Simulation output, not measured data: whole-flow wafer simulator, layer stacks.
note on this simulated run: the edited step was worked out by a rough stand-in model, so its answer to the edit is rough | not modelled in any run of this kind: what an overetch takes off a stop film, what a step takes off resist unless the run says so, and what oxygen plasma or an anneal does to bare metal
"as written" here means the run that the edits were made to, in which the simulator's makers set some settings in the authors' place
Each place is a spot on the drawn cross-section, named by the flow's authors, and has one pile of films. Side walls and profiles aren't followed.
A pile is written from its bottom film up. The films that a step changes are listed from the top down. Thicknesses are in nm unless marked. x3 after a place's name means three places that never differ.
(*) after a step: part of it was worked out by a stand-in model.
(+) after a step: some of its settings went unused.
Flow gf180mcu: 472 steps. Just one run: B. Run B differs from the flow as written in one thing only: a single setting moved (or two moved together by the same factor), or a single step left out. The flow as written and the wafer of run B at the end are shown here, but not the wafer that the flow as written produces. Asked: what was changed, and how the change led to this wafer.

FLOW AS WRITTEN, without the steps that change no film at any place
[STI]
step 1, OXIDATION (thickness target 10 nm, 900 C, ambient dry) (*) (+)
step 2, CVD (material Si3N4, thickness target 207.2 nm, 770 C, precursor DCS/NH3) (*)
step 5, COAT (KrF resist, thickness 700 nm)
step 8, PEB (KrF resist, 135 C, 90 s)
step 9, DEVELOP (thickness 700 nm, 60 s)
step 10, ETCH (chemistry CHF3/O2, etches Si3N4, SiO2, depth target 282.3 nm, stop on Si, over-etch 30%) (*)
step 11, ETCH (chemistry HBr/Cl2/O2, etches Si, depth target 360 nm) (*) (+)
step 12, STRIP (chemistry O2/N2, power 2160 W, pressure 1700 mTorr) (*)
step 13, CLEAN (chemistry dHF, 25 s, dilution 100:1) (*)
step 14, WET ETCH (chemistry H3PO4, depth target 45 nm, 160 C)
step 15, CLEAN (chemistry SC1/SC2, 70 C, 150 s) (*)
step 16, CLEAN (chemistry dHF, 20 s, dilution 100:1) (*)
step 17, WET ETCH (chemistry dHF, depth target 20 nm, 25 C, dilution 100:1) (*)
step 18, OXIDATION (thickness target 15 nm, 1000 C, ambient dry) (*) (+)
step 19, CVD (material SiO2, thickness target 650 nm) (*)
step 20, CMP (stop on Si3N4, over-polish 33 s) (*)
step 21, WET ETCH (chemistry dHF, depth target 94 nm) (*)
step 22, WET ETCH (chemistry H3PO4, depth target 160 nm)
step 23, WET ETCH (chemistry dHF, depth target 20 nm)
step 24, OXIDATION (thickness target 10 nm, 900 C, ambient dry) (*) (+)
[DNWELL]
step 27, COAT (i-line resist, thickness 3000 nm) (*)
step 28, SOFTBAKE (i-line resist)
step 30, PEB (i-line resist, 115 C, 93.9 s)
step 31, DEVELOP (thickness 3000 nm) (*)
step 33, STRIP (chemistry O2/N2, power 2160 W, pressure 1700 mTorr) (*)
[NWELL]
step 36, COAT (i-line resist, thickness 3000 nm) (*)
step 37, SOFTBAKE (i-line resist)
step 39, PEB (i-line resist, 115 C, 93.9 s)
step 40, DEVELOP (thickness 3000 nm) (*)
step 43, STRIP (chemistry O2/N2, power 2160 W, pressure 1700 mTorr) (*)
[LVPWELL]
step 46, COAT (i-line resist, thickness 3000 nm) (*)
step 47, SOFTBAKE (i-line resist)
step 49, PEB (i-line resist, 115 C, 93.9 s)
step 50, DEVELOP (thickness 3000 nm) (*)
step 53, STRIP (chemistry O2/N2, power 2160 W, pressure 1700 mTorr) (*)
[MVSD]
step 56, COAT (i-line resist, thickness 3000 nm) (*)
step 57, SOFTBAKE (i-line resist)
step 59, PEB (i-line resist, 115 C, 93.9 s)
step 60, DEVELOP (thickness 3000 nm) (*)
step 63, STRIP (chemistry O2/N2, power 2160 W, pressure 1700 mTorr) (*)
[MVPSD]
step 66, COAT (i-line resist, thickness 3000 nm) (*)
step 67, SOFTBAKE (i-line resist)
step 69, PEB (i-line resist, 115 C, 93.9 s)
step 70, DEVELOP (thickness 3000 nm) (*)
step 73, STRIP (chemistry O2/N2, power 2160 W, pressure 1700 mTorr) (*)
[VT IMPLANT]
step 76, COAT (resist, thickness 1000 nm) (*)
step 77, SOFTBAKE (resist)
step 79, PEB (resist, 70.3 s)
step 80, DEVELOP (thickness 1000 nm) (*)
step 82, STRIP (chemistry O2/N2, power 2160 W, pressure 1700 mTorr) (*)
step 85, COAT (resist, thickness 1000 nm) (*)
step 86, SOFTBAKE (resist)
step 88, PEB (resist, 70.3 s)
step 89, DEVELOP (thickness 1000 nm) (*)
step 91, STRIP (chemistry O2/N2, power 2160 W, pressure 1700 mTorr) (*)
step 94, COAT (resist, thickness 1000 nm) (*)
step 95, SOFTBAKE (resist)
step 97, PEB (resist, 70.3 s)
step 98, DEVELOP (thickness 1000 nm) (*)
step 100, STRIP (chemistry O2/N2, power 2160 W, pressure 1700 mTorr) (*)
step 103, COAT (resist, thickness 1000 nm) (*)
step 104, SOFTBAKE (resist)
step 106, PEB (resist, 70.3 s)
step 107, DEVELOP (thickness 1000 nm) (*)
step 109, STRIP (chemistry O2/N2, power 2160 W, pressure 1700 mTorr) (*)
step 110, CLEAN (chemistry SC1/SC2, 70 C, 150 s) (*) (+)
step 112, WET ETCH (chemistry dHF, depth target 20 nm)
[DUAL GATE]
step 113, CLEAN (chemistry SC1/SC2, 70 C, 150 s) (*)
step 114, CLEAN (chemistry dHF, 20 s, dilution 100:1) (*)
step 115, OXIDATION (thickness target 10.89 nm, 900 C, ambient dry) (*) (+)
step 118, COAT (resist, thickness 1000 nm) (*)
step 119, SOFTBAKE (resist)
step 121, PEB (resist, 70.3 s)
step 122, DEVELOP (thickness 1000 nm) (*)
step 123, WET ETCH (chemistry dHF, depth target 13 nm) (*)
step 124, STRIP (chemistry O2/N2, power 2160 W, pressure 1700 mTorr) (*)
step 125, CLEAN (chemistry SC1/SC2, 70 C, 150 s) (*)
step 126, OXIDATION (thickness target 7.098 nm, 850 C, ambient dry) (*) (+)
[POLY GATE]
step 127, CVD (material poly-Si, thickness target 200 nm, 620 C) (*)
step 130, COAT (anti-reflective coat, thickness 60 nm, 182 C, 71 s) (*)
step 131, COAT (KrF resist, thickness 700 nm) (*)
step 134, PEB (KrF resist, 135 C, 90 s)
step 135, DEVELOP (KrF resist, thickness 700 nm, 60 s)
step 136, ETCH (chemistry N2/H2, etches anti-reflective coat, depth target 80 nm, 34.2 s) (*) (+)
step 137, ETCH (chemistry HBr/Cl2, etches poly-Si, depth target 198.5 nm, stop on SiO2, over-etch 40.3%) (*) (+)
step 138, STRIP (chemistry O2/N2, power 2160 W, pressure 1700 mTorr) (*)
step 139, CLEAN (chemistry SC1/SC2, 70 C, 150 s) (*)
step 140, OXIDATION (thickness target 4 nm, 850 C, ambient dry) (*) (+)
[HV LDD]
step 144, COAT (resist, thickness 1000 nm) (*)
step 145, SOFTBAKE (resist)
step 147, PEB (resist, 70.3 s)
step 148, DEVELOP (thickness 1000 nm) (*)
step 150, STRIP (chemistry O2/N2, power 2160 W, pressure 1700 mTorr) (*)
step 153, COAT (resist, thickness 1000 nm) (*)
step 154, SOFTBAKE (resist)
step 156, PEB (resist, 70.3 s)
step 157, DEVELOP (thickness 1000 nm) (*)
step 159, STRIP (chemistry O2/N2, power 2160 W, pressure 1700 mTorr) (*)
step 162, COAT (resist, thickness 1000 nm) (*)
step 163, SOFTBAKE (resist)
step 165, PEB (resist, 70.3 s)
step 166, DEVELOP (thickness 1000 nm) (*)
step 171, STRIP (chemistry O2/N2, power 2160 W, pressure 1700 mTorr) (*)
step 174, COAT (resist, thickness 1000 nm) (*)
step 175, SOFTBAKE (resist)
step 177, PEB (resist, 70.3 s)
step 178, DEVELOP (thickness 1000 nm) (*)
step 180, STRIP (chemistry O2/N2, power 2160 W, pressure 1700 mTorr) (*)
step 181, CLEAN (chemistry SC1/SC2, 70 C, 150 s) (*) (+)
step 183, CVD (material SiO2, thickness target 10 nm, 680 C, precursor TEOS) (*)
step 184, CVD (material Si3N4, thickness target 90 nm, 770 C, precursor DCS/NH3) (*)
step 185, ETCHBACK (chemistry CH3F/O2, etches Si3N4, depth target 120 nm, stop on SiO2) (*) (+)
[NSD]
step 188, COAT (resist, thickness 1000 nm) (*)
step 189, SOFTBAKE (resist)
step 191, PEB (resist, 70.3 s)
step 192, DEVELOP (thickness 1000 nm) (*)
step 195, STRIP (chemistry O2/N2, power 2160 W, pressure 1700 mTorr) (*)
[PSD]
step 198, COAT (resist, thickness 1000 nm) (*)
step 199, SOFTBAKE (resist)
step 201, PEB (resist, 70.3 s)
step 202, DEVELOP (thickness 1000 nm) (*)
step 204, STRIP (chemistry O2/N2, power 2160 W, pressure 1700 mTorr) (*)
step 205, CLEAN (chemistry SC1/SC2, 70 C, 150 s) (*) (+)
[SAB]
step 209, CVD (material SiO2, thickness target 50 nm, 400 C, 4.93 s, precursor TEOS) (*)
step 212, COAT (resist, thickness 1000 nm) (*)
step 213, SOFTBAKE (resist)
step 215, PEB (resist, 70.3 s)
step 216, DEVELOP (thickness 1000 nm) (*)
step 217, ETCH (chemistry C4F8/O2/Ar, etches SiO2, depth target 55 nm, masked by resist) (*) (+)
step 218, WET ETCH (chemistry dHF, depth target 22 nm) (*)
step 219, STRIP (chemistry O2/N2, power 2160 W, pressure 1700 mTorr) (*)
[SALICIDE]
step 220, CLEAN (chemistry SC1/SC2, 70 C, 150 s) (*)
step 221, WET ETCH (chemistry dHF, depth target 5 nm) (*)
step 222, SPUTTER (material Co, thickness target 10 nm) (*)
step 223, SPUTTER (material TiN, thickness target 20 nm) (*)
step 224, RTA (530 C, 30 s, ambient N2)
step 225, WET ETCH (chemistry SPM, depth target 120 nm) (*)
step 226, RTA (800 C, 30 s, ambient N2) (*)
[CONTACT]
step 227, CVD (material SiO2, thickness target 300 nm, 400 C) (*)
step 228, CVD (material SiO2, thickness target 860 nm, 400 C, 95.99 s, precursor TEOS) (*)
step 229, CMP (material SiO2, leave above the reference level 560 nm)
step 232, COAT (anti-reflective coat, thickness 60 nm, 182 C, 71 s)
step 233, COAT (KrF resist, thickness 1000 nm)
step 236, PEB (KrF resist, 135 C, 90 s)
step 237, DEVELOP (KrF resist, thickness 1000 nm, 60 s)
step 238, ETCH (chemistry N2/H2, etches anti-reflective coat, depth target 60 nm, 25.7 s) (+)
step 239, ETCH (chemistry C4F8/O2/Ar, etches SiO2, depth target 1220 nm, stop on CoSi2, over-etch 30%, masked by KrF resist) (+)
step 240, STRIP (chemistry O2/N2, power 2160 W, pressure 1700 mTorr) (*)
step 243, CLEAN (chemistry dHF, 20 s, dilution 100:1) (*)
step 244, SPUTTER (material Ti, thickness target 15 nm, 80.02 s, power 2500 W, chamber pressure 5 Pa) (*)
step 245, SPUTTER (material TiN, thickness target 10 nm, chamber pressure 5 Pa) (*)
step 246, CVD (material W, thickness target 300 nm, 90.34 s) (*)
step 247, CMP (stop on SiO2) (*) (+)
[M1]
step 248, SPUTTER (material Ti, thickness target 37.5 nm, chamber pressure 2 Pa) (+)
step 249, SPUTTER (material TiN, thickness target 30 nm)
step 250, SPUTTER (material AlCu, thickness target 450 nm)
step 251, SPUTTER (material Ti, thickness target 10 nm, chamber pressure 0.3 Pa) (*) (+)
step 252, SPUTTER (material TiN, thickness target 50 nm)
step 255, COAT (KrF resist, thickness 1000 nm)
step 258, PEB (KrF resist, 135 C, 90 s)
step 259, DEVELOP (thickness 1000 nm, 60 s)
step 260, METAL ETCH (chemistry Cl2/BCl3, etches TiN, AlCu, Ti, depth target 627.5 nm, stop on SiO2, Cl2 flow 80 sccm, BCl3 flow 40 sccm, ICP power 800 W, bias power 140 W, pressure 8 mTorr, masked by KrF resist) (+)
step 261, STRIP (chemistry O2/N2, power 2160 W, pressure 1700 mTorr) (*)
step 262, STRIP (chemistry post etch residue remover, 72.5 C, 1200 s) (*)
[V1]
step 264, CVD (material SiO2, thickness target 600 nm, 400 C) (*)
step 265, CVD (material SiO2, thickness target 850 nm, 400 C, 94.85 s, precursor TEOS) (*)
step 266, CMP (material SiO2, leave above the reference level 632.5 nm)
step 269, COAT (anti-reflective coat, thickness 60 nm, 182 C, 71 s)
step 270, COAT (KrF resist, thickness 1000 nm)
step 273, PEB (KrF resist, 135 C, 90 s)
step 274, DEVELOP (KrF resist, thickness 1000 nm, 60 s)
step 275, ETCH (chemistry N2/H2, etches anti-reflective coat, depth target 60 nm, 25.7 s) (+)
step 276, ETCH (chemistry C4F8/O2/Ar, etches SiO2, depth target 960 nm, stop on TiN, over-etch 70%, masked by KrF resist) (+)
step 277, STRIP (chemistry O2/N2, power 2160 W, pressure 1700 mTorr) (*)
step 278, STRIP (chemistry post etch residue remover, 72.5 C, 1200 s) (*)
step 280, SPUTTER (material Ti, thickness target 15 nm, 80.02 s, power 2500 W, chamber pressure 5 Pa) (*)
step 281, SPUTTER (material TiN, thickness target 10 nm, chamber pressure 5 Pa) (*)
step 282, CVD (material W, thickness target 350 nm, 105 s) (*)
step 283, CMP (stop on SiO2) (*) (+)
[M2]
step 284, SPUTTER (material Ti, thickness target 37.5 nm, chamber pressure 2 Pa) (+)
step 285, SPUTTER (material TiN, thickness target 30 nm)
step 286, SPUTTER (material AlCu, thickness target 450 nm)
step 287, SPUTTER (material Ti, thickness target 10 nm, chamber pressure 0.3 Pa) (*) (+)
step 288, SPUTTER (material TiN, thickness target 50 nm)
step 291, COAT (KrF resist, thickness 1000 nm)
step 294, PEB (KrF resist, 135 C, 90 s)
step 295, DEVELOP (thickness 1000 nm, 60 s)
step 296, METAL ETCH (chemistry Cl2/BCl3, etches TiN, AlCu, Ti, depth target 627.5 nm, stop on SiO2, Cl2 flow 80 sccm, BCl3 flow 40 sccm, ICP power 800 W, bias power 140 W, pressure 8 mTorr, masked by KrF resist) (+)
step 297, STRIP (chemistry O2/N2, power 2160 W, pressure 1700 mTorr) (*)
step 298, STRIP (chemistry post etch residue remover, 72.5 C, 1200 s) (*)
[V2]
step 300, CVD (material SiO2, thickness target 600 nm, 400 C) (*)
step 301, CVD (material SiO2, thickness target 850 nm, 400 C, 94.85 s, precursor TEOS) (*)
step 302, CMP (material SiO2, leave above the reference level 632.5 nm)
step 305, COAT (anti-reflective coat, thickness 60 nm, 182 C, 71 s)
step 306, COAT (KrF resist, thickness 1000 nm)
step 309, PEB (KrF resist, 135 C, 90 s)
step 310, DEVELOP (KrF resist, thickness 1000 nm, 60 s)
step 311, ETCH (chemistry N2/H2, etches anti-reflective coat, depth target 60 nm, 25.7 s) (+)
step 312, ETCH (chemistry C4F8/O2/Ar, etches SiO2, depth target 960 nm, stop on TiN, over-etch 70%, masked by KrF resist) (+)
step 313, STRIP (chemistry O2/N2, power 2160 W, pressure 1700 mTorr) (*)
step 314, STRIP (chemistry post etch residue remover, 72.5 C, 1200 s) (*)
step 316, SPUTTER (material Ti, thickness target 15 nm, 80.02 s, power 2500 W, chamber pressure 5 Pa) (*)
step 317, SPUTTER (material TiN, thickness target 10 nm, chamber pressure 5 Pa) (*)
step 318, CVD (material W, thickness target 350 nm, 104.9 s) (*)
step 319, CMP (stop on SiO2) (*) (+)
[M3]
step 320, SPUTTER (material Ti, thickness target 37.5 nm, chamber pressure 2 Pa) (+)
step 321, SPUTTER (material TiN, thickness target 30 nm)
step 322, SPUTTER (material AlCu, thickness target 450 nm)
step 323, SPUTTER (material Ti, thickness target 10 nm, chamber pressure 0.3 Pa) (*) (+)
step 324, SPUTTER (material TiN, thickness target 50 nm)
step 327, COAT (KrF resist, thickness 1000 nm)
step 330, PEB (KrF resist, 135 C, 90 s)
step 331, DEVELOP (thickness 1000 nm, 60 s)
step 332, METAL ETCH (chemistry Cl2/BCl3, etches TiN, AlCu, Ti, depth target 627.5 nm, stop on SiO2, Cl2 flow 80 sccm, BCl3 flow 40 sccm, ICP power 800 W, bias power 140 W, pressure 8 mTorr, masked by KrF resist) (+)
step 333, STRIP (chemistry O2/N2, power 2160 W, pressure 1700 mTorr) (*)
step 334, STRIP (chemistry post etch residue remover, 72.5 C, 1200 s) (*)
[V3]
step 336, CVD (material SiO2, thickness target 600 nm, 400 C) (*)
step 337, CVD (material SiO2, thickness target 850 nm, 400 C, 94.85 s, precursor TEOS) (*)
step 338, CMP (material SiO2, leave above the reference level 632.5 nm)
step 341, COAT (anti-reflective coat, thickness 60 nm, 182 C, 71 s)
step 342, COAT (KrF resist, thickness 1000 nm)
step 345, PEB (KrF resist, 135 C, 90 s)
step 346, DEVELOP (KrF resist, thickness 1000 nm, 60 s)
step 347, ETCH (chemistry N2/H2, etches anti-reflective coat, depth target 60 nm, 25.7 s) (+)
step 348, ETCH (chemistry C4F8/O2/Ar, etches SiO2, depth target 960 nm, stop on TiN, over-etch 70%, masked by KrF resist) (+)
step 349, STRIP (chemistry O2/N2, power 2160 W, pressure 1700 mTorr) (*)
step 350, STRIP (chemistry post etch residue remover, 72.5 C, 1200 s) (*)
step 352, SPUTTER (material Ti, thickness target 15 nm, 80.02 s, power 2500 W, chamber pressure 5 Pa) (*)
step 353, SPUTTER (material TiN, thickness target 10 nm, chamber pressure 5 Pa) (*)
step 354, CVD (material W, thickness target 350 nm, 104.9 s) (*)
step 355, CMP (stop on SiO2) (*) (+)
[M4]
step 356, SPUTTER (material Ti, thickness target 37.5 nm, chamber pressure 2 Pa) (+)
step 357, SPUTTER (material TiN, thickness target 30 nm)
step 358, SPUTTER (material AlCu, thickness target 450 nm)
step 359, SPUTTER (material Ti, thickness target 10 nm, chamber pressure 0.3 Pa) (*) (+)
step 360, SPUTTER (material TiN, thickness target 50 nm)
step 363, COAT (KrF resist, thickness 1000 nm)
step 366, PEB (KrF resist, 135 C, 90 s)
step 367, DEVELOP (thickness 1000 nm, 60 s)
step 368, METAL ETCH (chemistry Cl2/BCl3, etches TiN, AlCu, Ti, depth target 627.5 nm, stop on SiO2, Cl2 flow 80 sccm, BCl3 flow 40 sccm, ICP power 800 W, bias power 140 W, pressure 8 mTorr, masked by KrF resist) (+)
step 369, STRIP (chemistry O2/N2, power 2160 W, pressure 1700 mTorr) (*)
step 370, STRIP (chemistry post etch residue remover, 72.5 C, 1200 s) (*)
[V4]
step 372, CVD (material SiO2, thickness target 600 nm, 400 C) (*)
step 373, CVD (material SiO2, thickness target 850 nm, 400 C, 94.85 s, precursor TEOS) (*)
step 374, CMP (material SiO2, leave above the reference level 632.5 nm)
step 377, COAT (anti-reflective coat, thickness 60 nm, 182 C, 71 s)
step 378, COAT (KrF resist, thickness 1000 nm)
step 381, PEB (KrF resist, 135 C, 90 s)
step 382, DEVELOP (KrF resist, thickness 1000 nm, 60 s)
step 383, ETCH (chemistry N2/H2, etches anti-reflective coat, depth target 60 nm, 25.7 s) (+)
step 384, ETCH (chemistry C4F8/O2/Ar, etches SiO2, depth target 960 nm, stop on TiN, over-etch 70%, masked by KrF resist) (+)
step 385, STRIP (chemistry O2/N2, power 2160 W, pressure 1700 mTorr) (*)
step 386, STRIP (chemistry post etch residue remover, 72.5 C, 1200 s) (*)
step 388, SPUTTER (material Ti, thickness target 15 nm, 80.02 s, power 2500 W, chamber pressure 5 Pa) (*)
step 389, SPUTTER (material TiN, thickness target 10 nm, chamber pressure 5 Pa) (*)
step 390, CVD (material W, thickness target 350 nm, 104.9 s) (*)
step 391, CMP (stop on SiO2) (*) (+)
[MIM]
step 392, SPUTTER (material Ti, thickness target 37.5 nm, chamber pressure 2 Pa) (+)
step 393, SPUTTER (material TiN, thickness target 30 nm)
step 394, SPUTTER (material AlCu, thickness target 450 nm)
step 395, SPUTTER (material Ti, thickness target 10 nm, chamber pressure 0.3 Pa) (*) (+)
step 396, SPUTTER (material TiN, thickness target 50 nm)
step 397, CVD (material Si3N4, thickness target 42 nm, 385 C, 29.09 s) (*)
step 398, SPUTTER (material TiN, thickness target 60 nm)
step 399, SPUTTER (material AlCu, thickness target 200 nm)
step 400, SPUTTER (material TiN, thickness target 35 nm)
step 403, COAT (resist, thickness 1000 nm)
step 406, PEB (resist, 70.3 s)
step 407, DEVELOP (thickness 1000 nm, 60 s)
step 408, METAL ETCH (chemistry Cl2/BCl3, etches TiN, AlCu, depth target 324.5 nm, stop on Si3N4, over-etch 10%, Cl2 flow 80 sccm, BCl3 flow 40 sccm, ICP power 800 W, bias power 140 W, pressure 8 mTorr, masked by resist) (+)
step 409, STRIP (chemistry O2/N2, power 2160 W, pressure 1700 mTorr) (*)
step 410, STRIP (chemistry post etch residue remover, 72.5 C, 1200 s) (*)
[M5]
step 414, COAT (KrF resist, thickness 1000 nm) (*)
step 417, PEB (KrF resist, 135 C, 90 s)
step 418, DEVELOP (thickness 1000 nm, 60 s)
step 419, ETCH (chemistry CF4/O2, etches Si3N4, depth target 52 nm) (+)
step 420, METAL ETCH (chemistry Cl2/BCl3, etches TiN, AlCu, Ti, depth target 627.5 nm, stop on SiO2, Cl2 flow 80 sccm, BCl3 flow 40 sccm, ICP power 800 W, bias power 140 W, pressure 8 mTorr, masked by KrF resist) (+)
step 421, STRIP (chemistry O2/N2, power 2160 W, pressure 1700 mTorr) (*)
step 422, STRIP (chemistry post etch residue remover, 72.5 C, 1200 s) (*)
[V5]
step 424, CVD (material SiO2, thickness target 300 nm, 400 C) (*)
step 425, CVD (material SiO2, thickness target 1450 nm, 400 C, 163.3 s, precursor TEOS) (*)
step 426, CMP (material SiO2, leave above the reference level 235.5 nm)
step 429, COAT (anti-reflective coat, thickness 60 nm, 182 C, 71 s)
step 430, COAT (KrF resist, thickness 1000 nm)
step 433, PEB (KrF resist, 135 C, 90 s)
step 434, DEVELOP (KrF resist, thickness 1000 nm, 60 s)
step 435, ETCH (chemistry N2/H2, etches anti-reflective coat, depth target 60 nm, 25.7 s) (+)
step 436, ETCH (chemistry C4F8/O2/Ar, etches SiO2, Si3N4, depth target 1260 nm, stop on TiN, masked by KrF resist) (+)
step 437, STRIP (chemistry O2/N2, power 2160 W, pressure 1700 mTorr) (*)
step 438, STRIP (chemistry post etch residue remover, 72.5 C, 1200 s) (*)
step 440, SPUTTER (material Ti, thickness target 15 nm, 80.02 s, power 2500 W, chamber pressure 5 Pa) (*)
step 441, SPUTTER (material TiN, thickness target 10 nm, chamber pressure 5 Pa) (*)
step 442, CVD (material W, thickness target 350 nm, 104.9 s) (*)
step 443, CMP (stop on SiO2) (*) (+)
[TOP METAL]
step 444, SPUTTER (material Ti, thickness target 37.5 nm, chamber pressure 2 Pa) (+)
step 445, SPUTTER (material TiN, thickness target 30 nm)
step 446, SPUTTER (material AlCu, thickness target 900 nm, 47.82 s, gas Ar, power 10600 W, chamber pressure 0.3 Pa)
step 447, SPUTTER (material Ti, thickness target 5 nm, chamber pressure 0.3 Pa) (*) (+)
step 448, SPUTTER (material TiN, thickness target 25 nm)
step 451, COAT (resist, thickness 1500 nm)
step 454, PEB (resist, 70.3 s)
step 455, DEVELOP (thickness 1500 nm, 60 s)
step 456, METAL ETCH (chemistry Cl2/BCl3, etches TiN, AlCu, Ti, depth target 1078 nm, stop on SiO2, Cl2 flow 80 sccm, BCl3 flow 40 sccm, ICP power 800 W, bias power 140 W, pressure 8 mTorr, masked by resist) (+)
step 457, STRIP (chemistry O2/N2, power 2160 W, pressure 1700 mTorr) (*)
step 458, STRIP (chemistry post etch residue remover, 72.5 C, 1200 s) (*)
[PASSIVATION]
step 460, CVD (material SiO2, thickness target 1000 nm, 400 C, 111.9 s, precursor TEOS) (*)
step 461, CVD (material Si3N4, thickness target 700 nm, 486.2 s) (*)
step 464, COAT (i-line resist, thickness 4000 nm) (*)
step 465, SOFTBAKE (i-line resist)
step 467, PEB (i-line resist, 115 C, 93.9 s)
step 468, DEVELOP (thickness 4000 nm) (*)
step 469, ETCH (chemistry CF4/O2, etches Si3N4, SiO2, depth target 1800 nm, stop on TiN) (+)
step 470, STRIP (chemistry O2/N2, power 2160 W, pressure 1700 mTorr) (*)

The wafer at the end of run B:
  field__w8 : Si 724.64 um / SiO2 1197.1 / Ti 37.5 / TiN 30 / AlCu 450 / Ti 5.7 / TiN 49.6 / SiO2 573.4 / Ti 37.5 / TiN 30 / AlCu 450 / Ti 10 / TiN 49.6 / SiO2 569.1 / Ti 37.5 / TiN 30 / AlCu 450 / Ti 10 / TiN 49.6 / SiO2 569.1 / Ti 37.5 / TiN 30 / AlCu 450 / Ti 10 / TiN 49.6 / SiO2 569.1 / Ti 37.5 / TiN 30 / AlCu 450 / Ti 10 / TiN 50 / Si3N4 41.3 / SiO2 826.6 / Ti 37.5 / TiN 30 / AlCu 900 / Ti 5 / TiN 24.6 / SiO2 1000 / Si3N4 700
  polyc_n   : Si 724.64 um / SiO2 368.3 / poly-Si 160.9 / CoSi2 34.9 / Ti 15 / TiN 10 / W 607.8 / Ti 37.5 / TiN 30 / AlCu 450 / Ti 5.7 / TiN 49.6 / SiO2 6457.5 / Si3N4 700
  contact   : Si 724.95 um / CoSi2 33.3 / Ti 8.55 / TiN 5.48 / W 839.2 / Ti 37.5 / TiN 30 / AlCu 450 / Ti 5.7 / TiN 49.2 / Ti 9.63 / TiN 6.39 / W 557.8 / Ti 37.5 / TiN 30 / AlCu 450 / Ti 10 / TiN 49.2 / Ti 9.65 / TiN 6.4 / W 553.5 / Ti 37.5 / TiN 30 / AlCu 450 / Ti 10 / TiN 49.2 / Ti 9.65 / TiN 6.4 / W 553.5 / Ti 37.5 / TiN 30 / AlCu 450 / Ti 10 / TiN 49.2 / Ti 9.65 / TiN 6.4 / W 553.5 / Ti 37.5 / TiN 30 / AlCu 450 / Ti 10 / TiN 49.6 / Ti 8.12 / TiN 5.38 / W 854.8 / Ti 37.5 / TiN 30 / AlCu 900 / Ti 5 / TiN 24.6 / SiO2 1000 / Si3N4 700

The reason: step 251, SPUTTER: thickness target 5.7 nm was run, whereas the flow has thickness target 10 nm.
The wafer itself shows it: field__w8 has Ti 5.7, and step 251 as written asks for 10 nm.

Step by step, how the change led to this:
  step 251, SPUTTER (material Ti, thickness target 10 nm, chamber pressure 0.3 Pa) (*) (+)
      field, field__w1, field__w2 and 108 more: +5.7 Ti (new film) (as written it would have been: +10 Ti (new film))
  step 260, METAL ETCH (chemistry Cl2/BCl3, etches TiN, AlCu, Ti, depth target 627.5 nm, stop on SiO2, Cl2 flow 80 sccm, BCl3 flow 40 sccm, ICP power 800 W, bias power 140 W, pressure 8 mTorr, masked by KrF resist) (+)
      field, field__w1, field__w2 and 99 more: -50 TiN (all of it), -5.7 Ti (all of it), -450 AlCu (all of it), -30 TiN (all of it), -37.5 Ti (all of it) (as written it would have been: -50 TiN (all of it), -10 Ti (all of it), -450 AlCu (all of it), -30 TiN (all of it), -37.5 Ti (all of it))
